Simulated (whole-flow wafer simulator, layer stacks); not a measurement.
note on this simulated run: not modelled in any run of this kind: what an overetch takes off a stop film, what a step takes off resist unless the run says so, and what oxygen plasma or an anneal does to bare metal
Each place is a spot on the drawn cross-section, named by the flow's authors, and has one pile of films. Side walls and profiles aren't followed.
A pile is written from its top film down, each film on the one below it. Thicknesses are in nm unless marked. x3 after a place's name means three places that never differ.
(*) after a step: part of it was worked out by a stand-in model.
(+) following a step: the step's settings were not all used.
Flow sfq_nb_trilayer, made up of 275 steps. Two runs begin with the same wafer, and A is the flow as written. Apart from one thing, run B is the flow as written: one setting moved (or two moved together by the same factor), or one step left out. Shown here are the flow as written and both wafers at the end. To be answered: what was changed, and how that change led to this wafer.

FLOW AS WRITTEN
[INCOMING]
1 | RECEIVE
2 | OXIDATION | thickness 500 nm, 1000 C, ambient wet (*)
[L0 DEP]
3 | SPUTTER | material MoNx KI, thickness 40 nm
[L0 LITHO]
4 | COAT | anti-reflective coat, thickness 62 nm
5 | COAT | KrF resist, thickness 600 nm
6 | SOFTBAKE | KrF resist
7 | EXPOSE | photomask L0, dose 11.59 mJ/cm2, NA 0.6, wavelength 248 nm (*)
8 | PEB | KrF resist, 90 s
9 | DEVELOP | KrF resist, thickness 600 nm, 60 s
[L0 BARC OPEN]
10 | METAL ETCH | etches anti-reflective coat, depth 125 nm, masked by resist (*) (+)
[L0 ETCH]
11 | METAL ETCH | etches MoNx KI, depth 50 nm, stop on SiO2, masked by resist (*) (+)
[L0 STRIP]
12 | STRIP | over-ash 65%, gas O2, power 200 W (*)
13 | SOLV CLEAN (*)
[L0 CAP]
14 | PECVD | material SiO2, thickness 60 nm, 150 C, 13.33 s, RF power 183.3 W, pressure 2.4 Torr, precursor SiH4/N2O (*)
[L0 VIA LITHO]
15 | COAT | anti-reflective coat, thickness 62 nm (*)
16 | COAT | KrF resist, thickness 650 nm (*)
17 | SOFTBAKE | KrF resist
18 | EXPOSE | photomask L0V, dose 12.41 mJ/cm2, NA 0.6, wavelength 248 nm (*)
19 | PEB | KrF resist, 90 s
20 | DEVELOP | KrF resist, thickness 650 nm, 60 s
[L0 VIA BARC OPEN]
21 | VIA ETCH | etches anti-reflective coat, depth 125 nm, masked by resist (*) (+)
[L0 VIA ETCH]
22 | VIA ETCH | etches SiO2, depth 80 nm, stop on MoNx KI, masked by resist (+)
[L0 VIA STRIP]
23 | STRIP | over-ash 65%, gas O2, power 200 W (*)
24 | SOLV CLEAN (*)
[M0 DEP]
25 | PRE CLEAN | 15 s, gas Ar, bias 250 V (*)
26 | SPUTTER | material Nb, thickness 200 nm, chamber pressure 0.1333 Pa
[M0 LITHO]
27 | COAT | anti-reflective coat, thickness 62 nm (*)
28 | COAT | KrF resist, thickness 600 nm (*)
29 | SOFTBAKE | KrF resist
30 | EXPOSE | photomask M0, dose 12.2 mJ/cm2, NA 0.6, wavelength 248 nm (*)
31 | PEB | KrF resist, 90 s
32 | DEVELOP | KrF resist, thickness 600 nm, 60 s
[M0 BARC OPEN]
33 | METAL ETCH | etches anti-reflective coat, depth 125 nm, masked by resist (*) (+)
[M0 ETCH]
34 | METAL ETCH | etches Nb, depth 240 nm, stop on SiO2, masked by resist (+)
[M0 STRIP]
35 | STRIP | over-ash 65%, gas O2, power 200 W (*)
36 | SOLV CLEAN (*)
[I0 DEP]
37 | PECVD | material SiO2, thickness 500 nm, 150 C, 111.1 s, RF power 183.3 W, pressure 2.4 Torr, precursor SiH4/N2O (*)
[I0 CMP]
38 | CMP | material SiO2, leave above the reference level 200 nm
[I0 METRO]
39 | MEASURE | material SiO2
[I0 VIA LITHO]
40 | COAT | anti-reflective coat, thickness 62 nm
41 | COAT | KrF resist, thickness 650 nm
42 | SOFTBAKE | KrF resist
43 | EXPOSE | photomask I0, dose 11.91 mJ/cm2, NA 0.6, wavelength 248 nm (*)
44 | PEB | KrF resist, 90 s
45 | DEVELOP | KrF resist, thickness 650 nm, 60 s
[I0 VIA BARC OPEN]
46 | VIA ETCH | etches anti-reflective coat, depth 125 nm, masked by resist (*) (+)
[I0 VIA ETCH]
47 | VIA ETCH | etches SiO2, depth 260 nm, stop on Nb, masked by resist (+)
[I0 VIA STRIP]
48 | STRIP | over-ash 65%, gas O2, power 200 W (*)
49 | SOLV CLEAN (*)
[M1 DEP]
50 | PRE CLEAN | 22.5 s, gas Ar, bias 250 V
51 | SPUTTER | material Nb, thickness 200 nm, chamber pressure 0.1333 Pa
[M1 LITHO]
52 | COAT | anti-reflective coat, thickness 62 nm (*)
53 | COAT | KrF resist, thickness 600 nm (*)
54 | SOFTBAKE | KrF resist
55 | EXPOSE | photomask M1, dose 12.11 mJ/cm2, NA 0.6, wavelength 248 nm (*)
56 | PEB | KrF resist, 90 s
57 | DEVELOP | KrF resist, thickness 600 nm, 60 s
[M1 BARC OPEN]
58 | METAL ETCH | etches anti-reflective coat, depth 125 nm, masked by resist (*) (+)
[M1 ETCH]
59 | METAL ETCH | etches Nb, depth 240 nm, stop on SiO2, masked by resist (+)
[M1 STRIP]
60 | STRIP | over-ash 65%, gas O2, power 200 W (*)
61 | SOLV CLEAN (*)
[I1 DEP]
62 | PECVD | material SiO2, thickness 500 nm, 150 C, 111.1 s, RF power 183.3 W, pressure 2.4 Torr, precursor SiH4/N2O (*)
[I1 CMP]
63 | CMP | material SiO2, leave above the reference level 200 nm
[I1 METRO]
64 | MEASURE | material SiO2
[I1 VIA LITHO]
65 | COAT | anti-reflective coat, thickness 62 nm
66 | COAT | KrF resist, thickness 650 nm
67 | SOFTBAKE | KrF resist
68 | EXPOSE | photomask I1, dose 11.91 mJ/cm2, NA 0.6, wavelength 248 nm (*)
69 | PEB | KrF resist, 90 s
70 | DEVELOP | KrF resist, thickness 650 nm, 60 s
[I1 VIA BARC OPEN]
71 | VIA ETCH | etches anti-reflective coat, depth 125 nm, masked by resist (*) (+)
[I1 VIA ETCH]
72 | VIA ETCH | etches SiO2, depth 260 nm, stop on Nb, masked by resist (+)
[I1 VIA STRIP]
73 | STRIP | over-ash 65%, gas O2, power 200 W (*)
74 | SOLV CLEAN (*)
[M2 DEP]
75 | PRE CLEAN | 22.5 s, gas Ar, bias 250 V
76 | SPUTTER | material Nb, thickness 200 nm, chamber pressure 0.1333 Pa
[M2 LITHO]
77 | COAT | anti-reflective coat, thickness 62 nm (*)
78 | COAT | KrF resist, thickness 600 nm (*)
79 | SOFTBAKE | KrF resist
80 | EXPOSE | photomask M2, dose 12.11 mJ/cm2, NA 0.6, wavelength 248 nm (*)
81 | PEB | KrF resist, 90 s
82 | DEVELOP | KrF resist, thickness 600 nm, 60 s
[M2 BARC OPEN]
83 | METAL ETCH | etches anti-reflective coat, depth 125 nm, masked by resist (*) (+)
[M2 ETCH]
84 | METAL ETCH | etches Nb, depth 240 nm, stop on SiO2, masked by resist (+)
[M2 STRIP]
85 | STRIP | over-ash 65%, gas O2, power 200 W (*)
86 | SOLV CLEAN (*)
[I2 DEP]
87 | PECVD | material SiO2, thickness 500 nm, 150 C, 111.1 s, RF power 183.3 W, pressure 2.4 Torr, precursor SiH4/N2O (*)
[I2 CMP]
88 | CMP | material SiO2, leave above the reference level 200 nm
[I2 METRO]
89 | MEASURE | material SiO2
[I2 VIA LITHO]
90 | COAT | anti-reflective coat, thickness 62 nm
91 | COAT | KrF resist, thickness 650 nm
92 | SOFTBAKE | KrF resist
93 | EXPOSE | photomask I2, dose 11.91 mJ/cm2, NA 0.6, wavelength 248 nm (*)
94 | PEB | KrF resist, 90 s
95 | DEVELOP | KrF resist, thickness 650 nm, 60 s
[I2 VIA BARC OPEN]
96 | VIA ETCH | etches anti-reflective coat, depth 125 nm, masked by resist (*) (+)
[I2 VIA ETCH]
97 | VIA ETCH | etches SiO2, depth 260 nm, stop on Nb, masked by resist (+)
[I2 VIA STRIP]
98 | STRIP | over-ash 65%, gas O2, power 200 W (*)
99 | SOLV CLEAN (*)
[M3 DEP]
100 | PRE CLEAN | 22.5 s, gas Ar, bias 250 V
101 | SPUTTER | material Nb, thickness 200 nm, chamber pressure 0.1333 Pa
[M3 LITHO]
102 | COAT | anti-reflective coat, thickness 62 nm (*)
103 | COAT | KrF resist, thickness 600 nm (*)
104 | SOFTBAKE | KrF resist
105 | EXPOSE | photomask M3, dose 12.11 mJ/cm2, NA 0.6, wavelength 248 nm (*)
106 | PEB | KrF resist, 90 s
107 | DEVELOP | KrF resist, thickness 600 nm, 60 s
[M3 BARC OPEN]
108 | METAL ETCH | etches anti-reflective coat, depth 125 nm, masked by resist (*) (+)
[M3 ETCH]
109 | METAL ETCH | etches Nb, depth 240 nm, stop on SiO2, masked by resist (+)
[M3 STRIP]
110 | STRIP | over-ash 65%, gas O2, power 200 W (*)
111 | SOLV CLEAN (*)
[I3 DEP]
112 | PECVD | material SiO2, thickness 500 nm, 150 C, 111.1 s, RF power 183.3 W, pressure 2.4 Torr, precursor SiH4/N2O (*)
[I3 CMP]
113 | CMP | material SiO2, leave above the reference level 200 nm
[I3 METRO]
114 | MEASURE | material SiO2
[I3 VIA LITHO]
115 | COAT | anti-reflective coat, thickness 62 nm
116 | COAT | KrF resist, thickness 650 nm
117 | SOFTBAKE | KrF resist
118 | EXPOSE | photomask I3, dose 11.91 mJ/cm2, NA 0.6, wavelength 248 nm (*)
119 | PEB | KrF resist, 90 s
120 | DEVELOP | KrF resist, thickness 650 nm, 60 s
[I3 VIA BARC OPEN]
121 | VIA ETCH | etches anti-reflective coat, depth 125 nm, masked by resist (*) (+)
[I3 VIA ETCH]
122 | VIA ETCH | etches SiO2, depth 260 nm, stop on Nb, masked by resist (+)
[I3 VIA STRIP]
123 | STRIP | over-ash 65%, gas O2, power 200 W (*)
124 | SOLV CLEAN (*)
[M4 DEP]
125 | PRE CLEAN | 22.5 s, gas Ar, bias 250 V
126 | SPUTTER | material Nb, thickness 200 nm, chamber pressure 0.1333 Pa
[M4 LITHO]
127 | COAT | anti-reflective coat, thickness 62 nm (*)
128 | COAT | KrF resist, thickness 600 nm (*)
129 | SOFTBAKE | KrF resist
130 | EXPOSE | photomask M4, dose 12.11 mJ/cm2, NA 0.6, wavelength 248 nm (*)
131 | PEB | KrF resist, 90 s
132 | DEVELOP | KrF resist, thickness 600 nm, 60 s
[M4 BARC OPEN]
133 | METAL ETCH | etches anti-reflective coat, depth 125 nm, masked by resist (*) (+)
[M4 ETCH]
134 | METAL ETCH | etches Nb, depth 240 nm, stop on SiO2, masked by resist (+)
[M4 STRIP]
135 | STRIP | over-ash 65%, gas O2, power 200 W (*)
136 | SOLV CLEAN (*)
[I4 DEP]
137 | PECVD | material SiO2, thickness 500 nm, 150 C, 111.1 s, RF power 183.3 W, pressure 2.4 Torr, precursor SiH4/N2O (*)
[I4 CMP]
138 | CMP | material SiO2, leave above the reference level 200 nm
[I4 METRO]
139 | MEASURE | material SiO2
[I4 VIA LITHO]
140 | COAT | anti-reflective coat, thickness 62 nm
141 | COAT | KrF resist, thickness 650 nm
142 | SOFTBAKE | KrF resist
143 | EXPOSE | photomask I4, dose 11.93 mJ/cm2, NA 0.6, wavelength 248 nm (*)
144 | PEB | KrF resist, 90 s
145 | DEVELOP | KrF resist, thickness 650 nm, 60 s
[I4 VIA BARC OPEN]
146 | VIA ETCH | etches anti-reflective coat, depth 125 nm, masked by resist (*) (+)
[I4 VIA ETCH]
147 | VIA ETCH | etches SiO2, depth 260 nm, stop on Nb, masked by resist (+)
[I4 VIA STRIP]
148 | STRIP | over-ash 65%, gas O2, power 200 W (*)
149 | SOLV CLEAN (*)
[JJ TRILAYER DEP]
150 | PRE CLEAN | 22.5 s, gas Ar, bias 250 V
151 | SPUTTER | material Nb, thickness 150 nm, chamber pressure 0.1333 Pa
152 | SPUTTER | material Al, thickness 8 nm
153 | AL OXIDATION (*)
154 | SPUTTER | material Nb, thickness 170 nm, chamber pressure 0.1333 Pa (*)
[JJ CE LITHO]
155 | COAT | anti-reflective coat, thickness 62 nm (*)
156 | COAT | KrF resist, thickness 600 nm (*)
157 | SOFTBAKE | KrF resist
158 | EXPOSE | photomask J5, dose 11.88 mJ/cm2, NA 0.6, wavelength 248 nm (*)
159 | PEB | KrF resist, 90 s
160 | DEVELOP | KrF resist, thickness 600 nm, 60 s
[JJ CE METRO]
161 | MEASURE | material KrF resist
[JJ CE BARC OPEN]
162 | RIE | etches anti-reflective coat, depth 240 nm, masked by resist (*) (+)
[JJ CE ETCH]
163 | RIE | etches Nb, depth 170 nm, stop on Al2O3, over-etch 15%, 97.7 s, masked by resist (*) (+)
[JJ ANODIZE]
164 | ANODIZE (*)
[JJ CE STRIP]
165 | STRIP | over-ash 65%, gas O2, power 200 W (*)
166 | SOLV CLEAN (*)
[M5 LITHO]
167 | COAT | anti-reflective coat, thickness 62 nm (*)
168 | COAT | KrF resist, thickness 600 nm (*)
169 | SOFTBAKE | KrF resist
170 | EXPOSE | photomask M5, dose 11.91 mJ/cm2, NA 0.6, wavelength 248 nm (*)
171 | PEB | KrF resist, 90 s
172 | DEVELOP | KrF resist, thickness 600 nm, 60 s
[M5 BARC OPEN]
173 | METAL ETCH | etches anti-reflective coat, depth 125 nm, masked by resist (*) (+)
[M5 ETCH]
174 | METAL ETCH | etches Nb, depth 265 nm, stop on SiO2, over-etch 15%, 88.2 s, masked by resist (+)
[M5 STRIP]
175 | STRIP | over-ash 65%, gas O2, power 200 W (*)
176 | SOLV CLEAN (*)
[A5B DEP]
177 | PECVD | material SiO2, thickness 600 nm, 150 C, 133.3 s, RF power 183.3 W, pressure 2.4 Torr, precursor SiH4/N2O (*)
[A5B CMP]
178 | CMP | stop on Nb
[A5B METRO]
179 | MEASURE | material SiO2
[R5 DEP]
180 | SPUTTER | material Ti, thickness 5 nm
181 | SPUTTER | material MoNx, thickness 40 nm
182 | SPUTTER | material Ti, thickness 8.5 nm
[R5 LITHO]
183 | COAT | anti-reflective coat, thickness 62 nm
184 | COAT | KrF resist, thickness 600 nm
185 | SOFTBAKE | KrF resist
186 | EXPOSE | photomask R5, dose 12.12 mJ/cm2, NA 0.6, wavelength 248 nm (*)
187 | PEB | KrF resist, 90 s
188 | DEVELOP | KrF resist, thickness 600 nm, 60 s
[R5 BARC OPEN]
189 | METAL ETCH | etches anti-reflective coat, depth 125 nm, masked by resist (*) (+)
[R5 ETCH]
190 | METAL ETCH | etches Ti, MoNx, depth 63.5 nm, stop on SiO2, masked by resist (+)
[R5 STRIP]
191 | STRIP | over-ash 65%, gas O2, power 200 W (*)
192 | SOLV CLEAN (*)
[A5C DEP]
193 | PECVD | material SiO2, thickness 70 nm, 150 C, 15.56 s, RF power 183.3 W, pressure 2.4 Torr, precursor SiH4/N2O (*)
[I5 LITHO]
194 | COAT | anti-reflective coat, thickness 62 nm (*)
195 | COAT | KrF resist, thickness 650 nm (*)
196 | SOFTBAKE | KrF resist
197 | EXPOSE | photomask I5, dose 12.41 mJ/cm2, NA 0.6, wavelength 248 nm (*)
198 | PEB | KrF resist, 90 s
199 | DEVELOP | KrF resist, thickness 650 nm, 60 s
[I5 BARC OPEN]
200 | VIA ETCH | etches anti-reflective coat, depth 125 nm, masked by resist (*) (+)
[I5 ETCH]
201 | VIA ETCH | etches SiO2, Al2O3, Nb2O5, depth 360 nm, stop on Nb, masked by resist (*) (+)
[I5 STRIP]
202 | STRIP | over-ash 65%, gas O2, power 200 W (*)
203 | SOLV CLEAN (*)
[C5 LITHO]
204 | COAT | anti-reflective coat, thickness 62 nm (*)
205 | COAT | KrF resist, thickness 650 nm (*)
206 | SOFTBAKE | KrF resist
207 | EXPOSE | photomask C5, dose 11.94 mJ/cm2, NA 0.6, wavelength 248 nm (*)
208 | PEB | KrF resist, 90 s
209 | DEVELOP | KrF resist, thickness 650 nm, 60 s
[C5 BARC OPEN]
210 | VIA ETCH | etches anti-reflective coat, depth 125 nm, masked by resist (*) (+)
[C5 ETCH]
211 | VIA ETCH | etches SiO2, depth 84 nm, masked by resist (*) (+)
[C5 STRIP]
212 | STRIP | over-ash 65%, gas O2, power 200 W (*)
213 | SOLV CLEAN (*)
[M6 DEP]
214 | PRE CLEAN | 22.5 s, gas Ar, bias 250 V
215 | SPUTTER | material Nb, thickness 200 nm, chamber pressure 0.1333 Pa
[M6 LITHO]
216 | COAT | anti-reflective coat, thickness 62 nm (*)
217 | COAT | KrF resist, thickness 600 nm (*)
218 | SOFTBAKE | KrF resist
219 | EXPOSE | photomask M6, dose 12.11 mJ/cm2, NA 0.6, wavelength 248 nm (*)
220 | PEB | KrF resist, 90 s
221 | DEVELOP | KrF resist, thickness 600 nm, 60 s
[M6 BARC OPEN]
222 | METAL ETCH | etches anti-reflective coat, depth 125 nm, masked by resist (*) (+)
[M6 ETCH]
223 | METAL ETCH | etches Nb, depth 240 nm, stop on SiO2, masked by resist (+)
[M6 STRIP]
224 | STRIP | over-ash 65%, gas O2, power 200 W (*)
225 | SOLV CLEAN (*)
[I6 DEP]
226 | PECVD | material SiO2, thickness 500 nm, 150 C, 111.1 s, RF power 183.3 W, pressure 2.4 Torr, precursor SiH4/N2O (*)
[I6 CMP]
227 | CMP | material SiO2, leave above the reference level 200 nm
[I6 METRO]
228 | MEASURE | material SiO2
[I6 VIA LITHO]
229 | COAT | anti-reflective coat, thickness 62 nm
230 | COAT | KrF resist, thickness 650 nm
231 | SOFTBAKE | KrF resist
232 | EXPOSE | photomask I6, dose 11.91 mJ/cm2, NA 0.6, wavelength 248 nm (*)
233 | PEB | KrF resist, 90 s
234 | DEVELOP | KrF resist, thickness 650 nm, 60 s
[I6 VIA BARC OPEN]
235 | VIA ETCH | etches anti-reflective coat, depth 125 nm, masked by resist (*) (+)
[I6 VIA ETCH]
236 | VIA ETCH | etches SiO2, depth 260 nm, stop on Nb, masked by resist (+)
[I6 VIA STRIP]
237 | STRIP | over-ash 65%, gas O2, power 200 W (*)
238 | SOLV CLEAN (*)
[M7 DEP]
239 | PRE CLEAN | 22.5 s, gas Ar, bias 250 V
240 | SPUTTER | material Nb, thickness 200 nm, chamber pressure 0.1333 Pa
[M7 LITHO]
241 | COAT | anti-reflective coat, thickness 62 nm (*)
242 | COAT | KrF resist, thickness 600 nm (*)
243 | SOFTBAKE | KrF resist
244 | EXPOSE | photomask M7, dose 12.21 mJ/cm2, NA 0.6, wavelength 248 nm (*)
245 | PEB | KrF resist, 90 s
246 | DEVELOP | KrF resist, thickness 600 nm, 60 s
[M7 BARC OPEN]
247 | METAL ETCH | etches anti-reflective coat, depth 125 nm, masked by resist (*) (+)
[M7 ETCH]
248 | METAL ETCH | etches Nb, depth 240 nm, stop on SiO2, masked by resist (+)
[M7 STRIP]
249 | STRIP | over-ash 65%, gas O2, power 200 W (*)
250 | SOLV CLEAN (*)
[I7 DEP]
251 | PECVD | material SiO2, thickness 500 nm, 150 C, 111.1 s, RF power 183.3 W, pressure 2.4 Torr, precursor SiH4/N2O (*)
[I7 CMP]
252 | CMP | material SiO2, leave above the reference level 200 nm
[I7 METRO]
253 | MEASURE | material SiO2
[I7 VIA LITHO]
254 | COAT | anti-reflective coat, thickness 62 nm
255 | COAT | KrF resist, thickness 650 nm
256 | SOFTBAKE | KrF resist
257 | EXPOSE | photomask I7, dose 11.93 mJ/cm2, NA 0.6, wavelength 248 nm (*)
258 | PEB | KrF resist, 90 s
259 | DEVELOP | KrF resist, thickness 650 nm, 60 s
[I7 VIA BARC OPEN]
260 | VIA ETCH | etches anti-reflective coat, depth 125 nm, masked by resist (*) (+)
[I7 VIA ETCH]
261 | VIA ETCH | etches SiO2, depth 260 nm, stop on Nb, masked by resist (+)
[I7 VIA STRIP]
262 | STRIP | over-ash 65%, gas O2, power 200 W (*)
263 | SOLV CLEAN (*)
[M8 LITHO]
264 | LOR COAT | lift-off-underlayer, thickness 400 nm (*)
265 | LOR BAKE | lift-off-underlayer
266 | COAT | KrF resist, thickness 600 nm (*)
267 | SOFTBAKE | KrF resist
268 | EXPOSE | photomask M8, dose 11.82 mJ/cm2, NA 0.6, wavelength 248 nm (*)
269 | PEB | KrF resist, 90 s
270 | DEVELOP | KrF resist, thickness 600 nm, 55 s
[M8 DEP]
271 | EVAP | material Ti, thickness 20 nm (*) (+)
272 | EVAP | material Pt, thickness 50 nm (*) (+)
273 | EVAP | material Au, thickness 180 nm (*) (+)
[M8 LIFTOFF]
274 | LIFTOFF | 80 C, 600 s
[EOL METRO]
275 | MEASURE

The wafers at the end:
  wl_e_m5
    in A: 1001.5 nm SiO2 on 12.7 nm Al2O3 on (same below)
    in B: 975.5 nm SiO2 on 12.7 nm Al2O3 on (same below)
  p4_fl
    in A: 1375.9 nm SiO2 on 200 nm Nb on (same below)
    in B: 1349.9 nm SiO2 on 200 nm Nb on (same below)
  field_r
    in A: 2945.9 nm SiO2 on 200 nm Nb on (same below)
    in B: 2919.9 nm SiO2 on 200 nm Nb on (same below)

Cause: step 227, CMP: leave above the reference level 174 nm was run, whereas the flow has leave above the reference level 200 nm.

The path from the change to this, step by step:
  227 | CMP | material SiO2, leave above the reference level 200 nm
      field_l, p4_fl, p4_fm and 59 more: A SiO2 loses 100 | B SiO2 loses 126
      v_sur, via_wl, via_w and 15 more: A SiO2 loses 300 | B SiO2 loses 326
      (and at 26 other places as well)
  236 | VIA ETCH | etches SiO2, depth 260 nm, stop on Nb, masked by resist (+)
      via_v: A SiO2 loses 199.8 (all of it) | B SiO2 loses 173.8 (all of it)
  240 | SPUTTER | material Nb, thickness 200 nm, chamber pressure 0.1333 Pa
      via_v: A Nb gains 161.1 | B Nb gains 167.4
  241 | COAT | anti-reflective coat, thickness 62 nm (*)
      via_v: A anti-reflective coat gains 126 (new film) | B anti-reflective coat gains 120.2 (new film)
  242 | COAT | KrF resist, thickness 600 nm (*)
      via_v: A KrF resist gains 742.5 (new film) | B KrF resist gains 720.5 (new film)
  249 | STRIP | over-ash 65%, gas O2, power 200 W (*)
      via_v: A KrF resist loses 524.5 (all of it), anti-reflective coat loses 126 (all of it) | B KrF resist loses 502.6 (all of it), anti-reflective coat loses 120.2 (all of it)
  251 | PECVD | material SiO2, thickness 500 nm, 150 C, 111.1 s, RF power 183.3 W, pressure 2.4 Torr, precursor SiH4/N2O (*)
      via_v: A SiO2 gains 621 (new film) | B SiO2 gains 588.7 (new film)
